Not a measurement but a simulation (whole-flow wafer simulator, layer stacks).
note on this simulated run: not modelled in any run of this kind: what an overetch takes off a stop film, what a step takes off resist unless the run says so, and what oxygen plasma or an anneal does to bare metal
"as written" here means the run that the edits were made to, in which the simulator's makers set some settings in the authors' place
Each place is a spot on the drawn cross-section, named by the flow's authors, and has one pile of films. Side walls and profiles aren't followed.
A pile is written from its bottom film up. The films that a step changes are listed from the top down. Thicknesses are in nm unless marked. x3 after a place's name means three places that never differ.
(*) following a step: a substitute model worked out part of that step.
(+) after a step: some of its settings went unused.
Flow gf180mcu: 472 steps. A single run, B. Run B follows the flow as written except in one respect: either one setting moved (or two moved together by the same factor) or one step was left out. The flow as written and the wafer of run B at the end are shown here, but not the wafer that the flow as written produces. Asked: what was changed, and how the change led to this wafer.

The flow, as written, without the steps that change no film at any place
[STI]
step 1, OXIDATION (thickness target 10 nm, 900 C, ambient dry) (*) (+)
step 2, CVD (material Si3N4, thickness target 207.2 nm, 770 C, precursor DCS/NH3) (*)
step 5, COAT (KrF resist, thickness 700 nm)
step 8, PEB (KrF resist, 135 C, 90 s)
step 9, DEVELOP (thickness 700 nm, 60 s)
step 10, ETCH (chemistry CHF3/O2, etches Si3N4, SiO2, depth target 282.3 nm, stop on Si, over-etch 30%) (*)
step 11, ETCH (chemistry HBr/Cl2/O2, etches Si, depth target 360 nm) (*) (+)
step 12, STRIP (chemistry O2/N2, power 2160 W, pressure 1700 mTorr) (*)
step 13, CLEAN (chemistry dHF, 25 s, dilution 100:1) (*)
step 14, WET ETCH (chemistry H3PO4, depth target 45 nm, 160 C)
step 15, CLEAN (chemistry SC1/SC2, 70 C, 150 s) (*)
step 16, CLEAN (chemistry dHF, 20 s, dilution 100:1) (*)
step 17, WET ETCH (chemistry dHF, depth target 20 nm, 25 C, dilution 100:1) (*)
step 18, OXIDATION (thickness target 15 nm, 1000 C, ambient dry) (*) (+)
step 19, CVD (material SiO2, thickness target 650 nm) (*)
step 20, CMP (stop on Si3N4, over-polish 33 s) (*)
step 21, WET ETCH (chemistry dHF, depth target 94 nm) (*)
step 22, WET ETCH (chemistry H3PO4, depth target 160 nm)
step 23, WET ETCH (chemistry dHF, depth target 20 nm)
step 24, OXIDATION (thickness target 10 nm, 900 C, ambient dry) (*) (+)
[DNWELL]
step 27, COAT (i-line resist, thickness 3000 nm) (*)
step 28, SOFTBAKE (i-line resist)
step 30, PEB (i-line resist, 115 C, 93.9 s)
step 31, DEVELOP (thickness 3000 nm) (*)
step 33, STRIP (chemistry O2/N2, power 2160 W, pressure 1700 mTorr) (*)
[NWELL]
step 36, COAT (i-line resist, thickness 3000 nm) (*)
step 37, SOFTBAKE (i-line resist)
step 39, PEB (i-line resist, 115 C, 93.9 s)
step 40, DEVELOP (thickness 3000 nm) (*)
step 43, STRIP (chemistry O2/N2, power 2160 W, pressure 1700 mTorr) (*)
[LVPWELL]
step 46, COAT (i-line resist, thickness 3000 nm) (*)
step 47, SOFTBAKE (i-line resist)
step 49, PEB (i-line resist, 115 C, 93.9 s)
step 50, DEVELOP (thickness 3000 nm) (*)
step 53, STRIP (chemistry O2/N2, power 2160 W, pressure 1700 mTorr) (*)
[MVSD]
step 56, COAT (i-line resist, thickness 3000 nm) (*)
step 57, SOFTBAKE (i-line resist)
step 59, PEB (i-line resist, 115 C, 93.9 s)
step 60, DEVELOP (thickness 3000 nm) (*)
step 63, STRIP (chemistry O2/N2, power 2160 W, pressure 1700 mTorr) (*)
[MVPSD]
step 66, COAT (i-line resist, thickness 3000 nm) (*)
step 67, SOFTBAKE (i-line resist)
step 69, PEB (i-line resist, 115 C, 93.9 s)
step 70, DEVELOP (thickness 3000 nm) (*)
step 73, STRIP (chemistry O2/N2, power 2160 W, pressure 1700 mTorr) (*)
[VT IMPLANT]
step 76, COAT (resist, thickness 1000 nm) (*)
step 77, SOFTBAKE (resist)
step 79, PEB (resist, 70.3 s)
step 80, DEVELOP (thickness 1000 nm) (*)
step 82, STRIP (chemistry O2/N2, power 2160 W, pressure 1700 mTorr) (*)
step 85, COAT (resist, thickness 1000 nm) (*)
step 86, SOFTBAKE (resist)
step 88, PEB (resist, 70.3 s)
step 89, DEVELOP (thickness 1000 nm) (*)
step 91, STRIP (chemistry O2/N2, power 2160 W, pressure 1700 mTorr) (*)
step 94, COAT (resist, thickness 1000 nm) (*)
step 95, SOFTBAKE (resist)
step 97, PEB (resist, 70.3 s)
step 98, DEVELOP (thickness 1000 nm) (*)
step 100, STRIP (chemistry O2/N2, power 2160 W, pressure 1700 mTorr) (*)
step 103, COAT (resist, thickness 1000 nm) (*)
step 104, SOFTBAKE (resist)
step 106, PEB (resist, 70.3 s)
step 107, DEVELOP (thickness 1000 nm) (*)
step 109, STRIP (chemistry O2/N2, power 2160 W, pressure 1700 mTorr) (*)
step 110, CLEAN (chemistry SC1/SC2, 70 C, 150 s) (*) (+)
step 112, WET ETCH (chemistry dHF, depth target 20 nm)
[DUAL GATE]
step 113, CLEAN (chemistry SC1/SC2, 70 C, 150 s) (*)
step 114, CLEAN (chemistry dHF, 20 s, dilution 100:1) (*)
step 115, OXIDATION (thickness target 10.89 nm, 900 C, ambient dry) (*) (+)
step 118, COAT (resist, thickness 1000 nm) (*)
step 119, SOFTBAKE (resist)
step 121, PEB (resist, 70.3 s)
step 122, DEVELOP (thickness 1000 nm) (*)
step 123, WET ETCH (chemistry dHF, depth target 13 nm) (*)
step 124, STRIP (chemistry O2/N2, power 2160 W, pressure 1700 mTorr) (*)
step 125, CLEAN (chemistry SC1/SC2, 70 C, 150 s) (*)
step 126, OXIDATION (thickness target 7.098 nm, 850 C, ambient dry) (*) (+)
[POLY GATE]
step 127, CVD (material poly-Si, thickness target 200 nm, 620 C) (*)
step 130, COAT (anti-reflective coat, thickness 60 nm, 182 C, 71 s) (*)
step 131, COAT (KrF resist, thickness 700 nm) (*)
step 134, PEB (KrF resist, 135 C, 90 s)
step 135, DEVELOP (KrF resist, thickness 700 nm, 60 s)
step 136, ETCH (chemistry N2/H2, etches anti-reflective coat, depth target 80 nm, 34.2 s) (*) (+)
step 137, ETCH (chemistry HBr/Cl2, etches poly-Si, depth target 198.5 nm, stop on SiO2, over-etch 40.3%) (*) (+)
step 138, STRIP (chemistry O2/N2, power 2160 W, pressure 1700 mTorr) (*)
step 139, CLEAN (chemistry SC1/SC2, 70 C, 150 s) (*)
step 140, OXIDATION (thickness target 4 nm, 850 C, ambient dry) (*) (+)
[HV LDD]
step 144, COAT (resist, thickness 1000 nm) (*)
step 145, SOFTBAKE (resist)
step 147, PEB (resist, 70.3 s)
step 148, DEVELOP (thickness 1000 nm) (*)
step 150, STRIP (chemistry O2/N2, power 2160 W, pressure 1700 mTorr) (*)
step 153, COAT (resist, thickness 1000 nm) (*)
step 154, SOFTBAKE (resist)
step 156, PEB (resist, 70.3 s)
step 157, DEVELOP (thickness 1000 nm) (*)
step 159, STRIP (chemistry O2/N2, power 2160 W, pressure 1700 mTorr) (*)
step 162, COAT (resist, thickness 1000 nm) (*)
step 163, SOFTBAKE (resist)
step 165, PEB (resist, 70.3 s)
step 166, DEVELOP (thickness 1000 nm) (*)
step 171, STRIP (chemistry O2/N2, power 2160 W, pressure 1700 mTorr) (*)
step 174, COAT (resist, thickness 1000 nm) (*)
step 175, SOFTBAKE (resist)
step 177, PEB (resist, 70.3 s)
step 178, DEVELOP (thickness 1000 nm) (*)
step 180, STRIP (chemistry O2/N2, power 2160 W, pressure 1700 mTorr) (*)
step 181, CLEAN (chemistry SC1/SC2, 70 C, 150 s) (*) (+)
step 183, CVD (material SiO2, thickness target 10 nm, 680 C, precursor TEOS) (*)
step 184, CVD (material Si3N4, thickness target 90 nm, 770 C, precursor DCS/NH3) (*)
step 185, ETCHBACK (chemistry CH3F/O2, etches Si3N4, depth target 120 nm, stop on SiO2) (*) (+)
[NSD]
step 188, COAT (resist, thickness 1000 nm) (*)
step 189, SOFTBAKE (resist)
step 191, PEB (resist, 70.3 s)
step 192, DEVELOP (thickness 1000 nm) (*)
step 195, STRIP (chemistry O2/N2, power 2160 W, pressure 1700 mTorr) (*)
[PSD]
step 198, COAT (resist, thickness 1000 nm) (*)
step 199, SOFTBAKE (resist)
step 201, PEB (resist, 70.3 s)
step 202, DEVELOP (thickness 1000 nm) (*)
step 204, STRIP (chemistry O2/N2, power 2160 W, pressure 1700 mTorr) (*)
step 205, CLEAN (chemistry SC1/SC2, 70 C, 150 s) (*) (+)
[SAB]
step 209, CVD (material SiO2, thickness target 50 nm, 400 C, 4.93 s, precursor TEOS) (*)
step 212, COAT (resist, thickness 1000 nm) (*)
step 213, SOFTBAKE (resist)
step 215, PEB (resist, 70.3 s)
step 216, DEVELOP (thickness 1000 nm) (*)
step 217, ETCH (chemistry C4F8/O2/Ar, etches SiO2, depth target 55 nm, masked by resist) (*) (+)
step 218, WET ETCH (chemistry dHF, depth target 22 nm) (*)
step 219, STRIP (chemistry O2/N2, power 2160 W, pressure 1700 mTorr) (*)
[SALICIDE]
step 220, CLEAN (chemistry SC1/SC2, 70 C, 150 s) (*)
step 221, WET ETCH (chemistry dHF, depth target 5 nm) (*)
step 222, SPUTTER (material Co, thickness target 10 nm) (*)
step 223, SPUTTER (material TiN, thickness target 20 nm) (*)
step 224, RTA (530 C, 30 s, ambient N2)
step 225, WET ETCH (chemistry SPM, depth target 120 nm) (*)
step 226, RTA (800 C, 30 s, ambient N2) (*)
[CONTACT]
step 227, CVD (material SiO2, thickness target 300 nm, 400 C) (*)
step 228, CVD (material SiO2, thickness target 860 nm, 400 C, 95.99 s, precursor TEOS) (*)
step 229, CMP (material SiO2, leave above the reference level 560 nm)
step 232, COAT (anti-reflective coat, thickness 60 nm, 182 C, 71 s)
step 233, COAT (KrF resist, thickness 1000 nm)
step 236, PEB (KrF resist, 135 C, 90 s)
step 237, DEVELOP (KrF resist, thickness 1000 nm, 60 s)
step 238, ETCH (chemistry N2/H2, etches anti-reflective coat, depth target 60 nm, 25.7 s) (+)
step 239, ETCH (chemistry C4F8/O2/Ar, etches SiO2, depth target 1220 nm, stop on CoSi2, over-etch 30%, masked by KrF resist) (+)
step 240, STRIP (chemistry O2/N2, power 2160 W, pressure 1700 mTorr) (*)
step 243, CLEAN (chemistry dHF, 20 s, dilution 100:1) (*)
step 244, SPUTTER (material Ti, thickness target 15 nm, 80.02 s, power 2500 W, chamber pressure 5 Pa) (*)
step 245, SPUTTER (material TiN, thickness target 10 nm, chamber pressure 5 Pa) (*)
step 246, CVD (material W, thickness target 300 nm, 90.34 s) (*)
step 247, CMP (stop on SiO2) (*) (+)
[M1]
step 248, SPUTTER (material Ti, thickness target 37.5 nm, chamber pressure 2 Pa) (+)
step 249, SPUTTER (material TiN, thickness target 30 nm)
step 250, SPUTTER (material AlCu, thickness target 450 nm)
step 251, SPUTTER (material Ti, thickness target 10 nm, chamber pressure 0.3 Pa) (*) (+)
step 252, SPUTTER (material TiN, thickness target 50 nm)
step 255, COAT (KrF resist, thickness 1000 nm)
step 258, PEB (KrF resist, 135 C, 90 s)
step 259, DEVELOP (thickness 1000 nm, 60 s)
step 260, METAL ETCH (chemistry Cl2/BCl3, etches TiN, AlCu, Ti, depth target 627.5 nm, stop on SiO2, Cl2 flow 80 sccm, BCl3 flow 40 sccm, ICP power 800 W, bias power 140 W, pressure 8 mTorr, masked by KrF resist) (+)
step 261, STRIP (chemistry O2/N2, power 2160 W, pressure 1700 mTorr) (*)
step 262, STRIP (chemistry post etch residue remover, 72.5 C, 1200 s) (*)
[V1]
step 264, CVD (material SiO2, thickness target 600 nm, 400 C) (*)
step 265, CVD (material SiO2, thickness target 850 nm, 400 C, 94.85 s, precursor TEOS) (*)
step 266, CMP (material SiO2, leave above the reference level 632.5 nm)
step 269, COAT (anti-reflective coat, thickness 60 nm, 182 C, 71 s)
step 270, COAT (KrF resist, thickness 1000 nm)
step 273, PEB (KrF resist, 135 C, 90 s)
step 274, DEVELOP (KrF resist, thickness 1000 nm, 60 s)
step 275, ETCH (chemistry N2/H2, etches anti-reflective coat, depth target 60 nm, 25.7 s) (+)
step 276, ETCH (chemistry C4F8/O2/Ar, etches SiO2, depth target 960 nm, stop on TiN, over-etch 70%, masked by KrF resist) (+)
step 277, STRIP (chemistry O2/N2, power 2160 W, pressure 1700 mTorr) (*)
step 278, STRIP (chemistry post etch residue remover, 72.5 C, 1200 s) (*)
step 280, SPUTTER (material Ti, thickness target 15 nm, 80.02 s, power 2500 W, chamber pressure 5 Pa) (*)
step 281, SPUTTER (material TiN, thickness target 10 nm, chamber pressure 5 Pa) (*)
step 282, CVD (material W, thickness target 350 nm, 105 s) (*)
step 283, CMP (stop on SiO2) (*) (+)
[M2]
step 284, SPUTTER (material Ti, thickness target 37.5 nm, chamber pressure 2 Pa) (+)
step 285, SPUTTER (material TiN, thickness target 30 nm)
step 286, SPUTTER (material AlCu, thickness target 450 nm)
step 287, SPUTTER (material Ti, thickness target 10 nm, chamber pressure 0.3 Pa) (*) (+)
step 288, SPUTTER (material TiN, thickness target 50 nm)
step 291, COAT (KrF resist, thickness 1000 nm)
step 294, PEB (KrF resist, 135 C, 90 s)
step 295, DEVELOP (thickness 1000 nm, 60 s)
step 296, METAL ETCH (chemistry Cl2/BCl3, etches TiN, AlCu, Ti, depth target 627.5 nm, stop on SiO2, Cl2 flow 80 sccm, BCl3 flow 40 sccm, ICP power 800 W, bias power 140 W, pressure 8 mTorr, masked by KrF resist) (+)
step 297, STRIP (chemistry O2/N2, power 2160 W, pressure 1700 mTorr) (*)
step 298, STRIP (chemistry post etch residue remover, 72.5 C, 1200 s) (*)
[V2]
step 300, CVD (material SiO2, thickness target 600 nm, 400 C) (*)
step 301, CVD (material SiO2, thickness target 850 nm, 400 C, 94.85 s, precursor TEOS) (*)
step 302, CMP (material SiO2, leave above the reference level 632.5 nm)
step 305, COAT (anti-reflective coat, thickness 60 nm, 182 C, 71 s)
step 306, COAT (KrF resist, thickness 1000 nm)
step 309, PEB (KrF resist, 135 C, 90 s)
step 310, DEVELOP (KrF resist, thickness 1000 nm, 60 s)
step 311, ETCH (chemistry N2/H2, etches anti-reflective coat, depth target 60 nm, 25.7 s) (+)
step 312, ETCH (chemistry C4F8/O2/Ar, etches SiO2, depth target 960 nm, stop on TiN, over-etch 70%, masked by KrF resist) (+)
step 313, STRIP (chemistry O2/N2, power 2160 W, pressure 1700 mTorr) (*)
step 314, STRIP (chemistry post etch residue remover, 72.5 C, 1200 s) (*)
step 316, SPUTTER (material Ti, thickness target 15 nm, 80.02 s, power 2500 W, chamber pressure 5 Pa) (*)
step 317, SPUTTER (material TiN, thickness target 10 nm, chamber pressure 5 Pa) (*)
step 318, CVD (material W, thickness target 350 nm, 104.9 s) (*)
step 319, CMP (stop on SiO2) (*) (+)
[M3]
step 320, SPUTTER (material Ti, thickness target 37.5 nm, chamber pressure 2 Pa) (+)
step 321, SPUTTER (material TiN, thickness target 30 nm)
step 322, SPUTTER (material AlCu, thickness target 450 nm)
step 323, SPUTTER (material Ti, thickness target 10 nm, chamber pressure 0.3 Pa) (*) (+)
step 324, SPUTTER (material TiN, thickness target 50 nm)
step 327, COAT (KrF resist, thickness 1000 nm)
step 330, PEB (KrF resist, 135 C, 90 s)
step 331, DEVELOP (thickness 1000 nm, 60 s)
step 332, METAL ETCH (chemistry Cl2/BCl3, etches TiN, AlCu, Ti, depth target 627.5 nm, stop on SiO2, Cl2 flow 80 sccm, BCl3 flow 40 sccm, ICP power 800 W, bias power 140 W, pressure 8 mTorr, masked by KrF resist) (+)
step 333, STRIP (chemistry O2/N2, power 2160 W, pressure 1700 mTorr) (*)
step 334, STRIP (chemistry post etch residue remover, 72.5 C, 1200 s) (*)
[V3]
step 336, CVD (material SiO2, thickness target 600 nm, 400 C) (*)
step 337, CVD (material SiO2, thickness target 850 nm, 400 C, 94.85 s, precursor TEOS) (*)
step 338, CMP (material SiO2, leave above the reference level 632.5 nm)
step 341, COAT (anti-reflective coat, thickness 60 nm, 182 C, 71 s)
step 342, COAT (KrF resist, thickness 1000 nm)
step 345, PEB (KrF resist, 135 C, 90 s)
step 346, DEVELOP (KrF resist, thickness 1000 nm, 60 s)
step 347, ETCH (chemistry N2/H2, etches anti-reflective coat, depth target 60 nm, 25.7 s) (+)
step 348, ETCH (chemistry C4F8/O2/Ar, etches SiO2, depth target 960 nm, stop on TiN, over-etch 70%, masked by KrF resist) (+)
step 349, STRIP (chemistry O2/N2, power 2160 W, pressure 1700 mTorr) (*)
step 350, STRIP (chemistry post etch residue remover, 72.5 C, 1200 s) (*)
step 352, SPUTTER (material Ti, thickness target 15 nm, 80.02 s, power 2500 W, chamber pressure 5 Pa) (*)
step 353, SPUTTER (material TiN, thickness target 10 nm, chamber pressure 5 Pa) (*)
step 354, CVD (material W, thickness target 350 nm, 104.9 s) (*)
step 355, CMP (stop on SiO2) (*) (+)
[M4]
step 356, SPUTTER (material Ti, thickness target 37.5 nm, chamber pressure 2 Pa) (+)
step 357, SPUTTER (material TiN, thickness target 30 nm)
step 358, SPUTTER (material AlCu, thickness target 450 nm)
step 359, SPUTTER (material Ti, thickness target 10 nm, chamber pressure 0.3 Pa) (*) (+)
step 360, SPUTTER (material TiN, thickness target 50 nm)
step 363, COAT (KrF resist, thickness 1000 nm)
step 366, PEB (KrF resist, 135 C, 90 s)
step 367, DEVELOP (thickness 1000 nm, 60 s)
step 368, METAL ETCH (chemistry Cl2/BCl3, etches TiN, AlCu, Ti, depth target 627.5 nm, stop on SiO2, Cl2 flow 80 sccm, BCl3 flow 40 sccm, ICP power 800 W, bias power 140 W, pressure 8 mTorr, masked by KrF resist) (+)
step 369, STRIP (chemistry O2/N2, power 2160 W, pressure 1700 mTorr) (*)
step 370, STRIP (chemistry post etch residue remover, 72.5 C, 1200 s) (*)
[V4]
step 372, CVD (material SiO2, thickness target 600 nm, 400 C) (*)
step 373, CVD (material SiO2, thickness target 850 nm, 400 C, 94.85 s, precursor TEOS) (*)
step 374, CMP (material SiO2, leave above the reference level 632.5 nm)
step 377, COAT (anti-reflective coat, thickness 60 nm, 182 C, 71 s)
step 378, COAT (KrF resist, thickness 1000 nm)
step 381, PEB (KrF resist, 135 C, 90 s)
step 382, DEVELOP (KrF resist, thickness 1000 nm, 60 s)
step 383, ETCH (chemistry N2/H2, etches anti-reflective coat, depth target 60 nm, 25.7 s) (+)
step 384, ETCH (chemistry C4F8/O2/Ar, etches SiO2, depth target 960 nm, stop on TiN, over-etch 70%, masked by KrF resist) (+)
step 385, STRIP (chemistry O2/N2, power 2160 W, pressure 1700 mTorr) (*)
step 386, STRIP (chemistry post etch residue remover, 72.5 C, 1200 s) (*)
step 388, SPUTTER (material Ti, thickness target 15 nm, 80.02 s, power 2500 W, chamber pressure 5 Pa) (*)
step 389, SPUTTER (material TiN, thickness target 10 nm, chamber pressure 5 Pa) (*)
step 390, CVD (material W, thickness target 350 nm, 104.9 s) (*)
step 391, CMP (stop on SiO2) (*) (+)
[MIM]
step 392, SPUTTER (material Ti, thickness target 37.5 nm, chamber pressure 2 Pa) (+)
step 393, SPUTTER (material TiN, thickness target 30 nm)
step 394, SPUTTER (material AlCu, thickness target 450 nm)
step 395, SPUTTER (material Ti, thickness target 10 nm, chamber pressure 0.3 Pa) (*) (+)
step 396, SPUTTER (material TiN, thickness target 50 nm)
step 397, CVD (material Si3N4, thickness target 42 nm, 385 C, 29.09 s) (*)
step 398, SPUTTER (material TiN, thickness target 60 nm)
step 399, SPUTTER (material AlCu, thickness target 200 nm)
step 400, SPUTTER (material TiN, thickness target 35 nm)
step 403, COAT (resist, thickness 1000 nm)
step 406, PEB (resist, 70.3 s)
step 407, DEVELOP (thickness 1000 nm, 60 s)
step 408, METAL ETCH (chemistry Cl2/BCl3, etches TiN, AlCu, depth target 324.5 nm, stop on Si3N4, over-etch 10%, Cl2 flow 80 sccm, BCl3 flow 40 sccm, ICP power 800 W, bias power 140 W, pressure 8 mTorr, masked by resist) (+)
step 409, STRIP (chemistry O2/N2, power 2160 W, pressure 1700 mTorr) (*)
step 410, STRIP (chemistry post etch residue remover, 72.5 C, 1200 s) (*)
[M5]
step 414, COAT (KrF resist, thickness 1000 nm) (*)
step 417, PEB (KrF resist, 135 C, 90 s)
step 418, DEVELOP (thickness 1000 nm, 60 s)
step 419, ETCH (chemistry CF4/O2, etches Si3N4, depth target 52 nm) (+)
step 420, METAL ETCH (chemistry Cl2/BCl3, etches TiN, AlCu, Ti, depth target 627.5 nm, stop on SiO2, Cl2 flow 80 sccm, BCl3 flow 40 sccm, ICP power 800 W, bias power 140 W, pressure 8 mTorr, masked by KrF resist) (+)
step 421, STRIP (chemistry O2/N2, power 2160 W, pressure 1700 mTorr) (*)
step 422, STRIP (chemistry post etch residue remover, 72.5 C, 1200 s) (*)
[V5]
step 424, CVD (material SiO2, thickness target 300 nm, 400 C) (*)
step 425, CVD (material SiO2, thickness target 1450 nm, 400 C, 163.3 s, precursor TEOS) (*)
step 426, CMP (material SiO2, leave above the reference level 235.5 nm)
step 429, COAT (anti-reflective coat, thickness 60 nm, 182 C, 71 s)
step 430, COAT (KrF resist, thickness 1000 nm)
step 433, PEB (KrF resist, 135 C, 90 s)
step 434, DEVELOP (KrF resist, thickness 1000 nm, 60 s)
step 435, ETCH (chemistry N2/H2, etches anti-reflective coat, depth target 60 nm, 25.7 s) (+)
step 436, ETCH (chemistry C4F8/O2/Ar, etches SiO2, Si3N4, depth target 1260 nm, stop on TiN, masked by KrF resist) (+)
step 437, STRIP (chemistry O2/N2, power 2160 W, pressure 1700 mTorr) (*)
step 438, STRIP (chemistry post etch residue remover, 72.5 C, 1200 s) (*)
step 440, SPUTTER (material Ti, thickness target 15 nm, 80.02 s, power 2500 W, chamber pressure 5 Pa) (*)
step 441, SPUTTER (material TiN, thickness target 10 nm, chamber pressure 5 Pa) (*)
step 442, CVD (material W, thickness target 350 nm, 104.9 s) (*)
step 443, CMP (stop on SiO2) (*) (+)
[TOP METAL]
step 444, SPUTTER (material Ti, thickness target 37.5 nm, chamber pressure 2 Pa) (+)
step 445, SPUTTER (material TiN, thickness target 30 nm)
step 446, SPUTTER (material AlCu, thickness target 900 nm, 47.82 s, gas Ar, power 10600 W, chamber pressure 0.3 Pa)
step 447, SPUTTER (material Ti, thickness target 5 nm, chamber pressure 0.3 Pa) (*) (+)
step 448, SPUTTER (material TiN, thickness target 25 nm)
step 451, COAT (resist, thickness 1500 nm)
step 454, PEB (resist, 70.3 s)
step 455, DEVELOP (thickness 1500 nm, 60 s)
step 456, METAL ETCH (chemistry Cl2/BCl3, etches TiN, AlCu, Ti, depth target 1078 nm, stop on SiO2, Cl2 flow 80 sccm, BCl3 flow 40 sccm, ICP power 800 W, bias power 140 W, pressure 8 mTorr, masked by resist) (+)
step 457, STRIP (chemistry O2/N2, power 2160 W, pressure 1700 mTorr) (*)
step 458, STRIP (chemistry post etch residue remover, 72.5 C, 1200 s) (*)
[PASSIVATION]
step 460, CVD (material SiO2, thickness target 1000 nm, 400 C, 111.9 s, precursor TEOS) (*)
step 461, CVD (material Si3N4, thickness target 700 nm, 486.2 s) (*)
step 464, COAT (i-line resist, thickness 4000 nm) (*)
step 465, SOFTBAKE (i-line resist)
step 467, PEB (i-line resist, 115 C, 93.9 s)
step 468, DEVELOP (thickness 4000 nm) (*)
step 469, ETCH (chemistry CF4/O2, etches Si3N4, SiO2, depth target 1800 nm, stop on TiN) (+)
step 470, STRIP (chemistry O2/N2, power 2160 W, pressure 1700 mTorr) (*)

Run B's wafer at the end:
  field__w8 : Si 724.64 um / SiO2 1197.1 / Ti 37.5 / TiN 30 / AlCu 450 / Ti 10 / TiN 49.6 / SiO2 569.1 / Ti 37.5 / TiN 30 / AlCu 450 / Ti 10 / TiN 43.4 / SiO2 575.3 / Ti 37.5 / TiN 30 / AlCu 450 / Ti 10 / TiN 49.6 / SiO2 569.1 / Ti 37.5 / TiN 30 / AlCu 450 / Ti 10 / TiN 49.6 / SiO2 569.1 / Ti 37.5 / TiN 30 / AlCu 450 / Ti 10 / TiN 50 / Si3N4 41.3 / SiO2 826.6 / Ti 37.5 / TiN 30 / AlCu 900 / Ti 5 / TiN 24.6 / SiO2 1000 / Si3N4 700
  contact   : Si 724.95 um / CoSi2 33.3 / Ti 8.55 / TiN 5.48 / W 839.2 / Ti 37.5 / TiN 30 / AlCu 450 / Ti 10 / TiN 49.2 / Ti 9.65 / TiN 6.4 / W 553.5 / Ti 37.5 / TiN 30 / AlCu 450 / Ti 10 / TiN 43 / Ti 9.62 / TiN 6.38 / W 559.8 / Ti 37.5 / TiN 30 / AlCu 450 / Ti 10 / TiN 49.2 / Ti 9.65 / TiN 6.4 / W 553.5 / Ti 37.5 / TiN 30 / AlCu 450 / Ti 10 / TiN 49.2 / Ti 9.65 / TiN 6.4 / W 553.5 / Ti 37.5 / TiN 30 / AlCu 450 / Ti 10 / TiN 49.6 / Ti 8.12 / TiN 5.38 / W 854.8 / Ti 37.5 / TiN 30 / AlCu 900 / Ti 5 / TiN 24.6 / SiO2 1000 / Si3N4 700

Cause: step 288, SPUTTER: thickness target 43.8 nm was run, whereas the flow has thickness target 50 nm.

How this came from the change, step by step:
  step 288, SPUTTER (material TiN, thickness target 50 nm)
      field, field__w1, field__w2 and 108 more: +43.8 TiN (new film) (in the flow as written it would be: +50 TiN (new film))
  step 296, METAL ETCH (chemistry Cl2/BCl3, etches TiN, AlCu, Ti, depth target 627.5 nm, stop on SiO2, Cl2 flow 80 sccm, BCl3 flow 40 sccm, ICP power 800 W, bias power 140 W, pressure 8 mTorr, masked by KrF resist) (+)
      field, field__w1, field__w2 and 103 more: -43.8 TiN (all of it), -10 Ti (all of it), -450 AlCu (all of it), -30 TiN (all of it), -37.5 Ti (all of it) (in the flow as written it would be: -50 TiN (all of it), -10 Ti (all of it), -450 AlCu (all of it), -30 TiN (all of it), -37.5 Ti (all of it))
